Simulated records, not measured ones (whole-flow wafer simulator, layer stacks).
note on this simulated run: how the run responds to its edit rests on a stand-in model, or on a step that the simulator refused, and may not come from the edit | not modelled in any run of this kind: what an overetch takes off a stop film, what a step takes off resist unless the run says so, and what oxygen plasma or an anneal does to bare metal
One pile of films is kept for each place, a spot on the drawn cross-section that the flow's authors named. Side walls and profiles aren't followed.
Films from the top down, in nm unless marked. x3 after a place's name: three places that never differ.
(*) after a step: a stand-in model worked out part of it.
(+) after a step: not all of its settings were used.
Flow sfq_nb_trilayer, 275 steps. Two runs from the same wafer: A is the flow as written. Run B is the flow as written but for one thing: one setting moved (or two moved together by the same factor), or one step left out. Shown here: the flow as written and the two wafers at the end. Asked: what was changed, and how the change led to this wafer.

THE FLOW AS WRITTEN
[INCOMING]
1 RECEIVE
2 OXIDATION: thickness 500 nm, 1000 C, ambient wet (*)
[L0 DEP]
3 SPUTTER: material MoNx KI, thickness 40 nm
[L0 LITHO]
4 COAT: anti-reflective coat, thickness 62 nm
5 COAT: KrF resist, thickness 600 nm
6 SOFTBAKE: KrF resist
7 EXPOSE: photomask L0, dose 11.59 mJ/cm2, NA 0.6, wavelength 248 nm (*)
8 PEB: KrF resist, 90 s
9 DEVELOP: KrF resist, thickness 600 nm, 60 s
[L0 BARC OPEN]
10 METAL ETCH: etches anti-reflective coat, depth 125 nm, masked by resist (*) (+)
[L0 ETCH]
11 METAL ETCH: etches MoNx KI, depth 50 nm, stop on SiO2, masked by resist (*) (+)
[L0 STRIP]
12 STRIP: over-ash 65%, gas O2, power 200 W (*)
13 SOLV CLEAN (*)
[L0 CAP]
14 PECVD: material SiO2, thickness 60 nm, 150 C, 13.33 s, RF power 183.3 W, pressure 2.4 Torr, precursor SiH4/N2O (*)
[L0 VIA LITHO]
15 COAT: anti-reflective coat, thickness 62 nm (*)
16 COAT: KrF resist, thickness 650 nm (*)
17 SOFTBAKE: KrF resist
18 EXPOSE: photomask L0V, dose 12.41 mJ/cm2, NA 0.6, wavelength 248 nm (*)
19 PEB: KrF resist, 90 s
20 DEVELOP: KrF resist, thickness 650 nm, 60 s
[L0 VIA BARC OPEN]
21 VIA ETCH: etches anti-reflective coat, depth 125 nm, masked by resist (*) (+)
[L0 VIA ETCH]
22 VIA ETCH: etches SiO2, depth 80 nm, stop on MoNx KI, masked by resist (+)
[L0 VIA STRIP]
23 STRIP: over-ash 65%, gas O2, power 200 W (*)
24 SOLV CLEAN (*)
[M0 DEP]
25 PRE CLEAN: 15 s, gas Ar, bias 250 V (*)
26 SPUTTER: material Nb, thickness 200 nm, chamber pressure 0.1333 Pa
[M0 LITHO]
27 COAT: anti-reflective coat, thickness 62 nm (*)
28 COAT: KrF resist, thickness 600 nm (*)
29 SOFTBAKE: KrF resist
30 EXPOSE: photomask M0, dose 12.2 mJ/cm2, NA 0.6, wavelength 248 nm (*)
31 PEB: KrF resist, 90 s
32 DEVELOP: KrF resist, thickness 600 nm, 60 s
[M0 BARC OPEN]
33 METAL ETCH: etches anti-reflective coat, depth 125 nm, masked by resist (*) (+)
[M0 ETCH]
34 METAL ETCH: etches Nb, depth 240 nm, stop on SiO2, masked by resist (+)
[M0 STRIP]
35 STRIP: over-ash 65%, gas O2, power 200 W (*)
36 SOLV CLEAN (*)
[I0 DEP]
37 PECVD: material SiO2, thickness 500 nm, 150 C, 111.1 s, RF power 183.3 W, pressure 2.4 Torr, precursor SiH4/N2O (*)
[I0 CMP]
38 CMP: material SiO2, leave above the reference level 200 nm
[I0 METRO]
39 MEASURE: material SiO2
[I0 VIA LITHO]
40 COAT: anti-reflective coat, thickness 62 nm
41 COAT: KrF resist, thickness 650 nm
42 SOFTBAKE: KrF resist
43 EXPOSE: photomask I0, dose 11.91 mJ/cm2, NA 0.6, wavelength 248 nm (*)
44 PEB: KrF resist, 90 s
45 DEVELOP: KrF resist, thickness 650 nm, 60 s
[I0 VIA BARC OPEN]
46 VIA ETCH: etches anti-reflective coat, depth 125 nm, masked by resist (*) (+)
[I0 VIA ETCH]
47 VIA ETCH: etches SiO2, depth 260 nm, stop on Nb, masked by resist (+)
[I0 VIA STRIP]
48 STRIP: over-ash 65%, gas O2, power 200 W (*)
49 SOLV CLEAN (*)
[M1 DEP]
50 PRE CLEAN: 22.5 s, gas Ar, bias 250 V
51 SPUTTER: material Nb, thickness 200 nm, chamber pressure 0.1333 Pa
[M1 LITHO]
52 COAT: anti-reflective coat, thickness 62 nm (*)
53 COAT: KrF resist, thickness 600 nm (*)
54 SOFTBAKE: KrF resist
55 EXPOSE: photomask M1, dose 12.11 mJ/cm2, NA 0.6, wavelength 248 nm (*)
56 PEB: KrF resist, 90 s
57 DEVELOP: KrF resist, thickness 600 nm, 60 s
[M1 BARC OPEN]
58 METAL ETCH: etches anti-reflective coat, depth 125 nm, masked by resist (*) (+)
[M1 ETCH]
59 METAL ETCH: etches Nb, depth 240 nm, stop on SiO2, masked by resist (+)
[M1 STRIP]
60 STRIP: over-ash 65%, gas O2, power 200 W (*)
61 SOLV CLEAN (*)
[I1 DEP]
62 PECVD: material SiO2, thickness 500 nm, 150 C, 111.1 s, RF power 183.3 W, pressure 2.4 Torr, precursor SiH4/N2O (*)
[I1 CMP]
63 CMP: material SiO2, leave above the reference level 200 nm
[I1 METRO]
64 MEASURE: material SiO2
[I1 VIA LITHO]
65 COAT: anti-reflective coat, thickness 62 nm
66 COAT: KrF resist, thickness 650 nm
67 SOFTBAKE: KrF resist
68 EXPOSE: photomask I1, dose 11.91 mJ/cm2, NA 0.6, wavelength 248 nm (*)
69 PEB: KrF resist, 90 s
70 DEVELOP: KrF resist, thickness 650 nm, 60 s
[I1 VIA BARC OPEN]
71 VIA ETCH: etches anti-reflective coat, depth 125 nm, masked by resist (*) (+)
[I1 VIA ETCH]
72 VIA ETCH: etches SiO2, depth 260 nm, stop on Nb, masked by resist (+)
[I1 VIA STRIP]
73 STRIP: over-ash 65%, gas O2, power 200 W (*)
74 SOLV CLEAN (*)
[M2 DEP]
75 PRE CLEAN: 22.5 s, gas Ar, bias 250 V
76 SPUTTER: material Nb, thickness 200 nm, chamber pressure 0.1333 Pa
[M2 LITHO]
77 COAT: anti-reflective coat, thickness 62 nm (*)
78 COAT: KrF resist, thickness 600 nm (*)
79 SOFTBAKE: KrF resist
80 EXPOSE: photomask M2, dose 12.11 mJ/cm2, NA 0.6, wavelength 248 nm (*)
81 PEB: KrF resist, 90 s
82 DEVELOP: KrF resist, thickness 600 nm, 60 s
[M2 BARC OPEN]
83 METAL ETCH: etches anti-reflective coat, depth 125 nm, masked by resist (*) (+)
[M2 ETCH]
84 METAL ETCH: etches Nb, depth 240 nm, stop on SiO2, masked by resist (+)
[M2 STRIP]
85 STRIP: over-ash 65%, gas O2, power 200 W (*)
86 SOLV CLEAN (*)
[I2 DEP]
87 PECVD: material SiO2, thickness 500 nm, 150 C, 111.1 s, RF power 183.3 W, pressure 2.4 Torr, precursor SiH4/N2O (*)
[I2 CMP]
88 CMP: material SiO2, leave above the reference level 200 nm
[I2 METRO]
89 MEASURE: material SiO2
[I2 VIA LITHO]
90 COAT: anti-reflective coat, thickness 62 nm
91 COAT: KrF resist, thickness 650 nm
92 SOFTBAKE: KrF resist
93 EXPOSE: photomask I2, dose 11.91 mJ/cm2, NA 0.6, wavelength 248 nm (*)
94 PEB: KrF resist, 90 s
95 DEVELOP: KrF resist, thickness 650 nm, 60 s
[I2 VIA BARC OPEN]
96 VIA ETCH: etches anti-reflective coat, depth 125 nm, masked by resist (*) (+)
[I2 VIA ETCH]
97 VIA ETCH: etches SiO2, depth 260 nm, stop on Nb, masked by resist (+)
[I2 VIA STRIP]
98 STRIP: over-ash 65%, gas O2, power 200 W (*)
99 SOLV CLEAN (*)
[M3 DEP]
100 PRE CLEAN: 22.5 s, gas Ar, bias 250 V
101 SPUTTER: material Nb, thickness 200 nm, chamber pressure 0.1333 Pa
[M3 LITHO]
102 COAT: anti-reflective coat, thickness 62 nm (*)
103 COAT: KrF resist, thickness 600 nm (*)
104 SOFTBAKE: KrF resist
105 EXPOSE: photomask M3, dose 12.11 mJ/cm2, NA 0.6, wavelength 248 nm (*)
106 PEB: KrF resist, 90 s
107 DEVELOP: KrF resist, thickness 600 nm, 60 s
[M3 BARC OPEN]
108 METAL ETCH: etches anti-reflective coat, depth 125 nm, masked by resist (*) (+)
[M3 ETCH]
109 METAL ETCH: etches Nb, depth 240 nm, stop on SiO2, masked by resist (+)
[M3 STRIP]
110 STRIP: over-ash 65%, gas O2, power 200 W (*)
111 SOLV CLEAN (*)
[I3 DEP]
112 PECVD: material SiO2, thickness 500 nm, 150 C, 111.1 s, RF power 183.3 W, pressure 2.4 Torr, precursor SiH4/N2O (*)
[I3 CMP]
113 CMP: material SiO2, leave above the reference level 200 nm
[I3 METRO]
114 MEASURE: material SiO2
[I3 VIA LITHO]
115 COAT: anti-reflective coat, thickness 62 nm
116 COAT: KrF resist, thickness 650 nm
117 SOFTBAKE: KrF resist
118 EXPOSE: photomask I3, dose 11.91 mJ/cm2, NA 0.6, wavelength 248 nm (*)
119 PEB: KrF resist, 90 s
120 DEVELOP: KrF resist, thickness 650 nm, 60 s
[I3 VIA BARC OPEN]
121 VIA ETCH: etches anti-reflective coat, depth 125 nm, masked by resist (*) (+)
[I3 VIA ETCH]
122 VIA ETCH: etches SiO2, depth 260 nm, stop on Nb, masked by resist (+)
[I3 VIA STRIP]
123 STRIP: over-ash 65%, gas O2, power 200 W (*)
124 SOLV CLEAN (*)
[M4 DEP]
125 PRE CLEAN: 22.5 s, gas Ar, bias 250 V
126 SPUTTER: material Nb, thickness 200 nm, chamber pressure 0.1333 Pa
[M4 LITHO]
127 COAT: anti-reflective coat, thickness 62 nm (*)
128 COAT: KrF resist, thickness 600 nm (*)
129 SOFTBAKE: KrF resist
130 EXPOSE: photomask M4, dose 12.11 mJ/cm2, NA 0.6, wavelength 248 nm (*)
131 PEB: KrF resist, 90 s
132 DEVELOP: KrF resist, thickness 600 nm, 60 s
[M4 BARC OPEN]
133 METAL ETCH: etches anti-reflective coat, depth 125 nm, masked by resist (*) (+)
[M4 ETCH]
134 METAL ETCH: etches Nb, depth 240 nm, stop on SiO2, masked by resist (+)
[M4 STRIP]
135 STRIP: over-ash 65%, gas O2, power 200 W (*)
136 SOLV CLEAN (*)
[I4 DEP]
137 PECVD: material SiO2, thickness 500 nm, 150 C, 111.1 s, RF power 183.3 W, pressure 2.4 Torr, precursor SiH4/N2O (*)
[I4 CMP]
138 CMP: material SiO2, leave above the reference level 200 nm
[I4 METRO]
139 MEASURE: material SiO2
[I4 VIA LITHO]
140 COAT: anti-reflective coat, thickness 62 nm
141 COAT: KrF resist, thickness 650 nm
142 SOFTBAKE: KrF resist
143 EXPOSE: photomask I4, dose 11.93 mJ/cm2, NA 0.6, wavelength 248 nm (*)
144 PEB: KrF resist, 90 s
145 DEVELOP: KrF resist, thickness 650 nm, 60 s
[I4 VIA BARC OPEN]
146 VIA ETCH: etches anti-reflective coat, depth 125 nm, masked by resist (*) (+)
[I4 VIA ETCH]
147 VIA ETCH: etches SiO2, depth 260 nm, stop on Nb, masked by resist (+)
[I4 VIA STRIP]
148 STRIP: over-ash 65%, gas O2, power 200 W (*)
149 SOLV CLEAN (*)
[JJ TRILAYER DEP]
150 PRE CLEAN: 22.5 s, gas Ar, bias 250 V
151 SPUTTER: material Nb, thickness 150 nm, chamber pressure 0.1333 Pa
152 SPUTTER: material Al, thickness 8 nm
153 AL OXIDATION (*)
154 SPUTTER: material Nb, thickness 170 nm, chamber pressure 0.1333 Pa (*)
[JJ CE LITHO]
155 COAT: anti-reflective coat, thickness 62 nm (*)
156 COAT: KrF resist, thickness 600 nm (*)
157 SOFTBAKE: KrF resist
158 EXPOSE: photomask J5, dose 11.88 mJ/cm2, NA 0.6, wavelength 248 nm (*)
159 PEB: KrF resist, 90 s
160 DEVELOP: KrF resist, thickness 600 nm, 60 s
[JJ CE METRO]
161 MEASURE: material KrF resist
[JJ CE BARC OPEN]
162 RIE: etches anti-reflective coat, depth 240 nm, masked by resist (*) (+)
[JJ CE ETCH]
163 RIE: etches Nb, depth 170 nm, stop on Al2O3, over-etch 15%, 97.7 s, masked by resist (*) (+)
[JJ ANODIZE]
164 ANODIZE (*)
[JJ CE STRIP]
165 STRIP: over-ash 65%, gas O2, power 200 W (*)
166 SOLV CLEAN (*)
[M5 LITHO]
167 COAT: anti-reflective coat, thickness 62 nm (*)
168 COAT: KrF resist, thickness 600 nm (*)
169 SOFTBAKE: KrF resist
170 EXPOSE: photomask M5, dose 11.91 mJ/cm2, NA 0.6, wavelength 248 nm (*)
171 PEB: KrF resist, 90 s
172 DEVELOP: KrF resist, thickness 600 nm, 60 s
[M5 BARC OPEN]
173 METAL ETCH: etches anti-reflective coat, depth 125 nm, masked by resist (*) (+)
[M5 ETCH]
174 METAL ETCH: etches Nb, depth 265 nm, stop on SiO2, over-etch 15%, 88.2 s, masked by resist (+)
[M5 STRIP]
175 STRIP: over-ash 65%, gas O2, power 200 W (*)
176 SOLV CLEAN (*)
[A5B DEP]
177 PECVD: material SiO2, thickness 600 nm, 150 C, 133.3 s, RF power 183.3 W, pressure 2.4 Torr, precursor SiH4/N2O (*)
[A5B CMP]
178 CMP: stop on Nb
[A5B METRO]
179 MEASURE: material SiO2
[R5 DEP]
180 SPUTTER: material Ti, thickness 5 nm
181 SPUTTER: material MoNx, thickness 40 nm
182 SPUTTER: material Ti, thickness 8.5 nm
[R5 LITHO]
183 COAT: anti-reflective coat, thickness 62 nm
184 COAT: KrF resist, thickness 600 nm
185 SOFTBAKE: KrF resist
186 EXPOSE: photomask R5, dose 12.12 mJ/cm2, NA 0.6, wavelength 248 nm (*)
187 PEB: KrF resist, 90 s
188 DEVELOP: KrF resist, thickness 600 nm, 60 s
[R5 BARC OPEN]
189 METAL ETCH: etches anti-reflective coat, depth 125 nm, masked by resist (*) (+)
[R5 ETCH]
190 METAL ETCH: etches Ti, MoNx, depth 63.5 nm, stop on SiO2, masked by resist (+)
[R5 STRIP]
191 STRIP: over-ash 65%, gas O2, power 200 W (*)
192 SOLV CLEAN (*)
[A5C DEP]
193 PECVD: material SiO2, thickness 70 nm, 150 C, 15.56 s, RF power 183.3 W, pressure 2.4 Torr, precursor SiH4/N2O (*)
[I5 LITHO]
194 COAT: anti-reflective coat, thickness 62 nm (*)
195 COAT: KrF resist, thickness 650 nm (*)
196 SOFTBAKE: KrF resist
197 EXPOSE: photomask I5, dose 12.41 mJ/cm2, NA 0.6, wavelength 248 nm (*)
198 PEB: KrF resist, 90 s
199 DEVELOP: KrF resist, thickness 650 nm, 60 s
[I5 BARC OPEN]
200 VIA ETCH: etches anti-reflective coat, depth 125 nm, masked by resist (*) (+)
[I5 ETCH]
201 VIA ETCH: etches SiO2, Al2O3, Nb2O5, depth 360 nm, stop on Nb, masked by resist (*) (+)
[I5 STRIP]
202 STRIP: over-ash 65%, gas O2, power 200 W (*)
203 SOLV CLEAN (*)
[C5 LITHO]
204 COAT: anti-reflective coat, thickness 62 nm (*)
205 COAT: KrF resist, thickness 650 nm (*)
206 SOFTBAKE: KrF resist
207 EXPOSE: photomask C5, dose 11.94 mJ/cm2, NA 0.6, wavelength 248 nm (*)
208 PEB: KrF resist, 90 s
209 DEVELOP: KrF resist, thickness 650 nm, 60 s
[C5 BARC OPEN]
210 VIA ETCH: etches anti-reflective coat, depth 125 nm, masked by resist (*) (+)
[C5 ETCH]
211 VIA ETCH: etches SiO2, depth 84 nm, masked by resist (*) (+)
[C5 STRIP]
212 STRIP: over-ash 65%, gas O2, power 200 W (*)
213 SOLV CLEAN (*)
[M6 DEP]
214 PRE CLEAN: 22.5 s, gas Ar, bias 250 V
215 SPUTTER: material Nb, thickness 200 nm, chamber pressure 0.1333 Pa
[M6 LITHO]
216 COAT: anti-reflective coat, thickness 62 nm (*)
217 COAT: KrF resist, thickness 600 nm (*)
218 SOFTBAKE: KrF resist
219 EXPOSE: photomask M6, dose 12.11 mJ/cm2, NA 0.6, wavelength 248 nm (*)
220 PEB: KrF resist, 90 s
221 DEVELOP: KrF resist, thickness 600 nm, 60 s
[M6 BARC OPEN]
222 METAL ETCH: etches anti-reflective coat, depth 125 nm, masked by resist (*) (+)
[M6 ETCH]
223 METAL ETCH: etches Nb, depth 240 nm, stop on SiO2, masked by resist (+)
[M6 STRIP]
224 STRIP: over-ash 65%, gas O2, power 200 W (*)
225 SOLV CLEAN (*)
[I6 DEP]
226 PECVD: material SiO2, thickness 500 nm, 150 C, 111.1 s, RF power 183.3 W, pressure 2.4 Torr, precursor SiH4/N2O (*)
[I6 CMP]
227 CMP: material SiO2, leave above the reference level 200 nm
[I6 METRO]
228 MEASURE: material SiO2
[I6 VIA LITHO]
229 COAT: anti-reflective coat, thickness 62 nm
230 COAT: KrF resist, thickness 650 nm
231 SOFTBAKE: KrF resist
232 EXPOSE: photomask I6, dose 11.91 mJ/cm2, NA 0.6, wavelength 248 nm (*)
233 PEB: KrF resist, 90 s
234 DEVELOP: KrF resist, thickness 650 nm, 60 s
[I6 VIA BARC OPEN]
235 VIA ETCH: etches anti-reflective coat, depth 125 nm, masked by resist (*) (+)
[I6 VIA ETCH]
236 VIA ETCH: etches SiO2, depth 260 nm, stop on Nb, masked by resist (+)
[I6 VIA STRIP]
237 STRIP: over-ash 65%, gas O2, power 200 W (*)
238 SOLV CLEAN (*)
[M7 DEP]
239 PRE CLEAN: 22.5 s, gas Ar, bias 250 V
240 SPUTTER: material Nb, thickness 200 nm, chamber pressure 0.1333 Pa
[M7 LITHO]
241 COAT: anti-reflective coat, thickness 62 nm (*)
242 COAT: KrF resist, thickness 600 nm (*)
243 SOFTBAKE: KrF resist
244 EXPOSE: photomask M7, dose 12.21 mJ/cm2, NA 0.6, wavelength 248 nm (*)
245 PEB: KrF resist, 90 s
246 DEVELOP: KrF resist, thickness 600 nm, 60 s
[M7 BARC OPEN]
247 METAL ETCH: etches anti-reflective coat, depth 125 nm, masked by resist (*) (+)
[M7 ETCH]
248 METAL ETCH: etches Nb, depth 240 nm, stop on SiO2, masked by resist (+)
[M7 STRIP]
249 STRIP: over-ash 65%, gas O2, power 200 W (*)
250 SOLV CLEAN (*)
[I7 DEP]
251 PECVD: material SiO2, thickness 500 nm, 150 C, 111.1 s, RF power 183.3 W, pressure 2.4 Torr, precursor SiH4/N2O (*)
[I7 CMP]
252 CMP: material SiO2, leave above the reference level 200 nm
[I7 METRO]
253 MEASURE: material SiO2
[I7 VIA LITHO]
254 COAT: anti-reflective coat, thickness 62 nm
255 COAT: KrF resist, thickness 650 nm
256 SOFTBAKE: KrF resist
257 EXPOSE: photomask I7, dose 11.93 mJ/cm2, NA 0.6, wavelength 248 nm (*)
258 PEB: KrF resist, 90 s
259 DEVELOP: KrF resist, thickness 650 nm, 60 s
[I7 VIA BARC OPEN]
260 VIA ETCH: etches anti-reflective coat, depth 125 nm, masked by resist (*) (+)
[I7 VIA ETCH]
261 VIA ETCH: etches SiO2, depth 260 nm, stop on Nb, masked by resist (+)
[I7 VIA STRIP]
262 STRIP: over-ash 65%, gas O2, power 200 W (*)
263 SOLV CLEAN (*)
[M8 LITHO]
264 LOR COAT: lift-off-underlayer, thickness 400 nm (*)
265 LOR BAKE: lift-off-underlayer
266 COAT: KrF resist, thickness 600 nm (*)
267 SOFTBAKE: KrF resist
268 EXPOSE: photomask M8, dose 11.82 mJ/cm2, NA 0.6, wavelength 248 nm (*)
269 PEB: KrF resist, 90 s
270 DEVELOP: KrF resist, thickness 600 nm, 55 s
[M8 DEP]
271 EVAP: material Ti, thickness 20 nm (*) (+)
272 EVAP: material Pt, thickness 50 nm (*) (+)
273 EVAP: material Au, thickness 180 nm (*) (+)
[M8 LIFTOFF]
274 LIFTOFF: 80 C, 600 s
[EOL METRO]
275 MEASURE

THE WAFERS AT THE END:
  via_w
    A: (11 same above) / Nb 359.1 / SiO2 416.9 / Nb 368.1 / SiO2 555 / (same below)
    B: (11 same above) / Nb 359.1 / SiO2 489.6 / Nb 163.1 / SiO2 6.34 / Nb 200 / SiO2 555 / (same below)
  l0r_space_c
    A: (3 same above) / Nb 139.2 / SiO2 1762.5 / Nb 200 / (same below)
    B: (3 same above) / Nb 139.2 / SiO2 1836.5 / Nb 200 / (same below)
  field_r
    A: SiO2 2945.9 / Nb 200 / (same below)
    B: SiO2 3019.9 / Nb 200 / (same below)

The cause: step 38, CMP: leave above the reference level 274 nm was run, where the flow has leave above the reference level 200 nm.

How the change led to this, step by step:
  38 CMP: material SiO2, leave above the reference level 200 nm
      v_sur, via_wl, via_w and 94 more: A SiO2 -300 | B SiO2 -226
      field_l, l0_sur, l0r_line_l, l0r_line_c, l0r_line_r: A SiO2 -340 | B SiO2 -266
      (and at 4 more places)
  47 VIA ETCH: etches SiO2, depth 260 nm, stop on Nb, masked by resist (+)
      via_w: A SiO2 -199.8 (all of it) | B SiO2 -260
  50 PRE CLEAN: 22.5 s, gas Ar, bias 250 V
      via_w: A Nb -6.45 | B SiO2 -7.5
  51 SPUTTER: material Nb, thickness 200 nm, chamber pressure 0.1333 Pa
      via_w: A Nb +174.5 | B Nb +163.1 (new film)
  52 COAT: anti-reflective coat, thickness 62 nm (*)
      via_w: A anti-reflective coat +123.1 (new film) | B anti-reflective coat +136.1 (new film)
      via_wr: A anti-reflective coat +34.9 (new film) | B anti-reflective coat +33.2 (new film)
  53 COAT: KrF resist, thickness 600 nm (*)
      via_w: A KrF resist +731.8 (new film) | B KrF resist +781.6 (new film)
  60 STRIP: over-ash 65%, gas O2, power 200 W (*)
      via_w: A KrF resist -513.8 (all of it), anti-reflective coat -123.1 (all of it) | B KrF resist -563.6 (all of it), anti-reflective coat -136.1 (all of it)
      via_wr: A KrF resist -384.4 (all of it), anti-reflective coat -34.9 (all of it) | B KrF resist -378.6 (all of it), anti-reflective coat -33.2 (all of it)
  62 PECVD: material SiO2, thickness 500 nm, 150 C, 111.1 s, RF power 183.3 W, pressure 2.4 Torr, precursor SiH4/N2O (*)
      via_w: A SiO2 +606 (new film) | B SiO2 +678.7 (new film)
Counting metal films that touch as one body, via_w has 6 bodies (between them, from the top down: SiO2 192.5; SiO2 427.3 / Al2O3 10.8 / Nb2O5 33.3; SiO2 425.9; SiO2 489.6; SiO2 6.34); the flow as written gives 5 bodies (between them, from the top down: SiO2 192.5; SiO2 427.3 / Al2O3 10.8 / Nb2O5 33.3; SiO2 425.9; SiO2 416.9).
